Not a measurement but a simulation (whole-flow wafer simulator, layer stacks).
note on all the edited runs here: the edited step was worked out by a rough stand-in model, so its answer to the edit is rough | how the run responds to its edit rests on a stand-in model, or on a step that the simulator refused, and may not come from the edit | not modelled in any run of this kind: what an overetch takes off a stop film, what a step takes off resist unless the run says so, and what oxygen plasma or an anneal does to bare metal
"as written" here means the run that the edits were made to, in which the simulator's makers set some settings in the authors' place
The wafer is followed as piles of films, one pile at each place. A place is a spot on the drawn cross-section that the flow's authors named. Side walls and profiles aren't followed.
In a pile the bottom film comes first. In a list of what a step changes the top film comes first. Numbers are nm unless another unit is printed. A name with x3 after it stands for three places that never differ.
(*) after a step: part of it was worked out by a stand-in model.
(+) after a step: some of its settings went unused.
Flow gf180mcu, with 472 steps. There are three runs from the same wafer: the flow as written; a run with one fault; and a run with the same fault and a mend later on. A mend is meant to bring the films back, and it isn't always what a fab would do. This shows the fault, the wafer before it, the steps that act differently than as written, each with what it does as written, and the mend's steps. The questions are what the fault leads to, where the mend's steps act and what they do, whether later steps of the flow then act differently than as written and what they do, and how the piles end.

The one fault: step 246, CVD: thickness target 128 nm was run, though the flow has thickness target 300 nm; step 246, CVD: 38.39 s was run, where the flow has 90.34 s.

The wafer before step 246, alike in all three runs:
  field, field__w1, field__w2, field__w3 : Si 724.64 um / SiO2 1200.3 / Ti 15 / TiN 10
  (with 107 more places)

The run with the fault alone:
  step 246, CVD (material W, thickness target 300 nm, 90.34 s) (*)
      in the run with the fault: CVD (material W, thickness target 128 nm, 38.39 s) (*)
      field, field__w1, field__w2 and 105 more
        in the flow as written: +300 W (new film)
        in the run with the fault: +128.2 W (new film)
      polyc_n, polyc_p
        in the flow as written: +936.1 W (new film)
        in the run with the fault: +764.3 W (new film)
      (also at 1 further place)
  Later steps of the flow acting differently than as written:
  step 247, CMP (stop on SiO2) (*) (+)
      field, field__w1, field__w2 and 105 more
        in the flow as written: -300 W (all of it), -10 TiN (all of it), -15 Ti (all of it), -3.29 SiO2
        in the run with the fault: -128.2 W (all of it), -10 TiN (all of it), -15 Ti (all of it), -1.55 SiO2
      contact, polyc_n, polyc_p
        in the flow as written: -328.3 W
        in the run with the fault: -154.7 W
  The piles end only slightly different from the flow's at the places that both follow, by no more than 2% or 0.5 nm, whichever is larger.

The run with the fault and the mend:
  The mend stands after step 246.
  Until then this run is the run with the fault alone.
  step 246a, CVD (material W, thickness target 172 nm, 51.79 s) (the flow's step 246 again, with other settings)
      field, field__w1, field__w2 and 108 more
        +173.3 W
  Later steps of the flow that are run all act as written at every place that is followed, up to a difference of at most 2% or 0.5 nm, whichever is larger.
  The piles end only slightly different from the flow's at the places that both follow, by no more than 2% or 0.5 nm, whichever is larger.
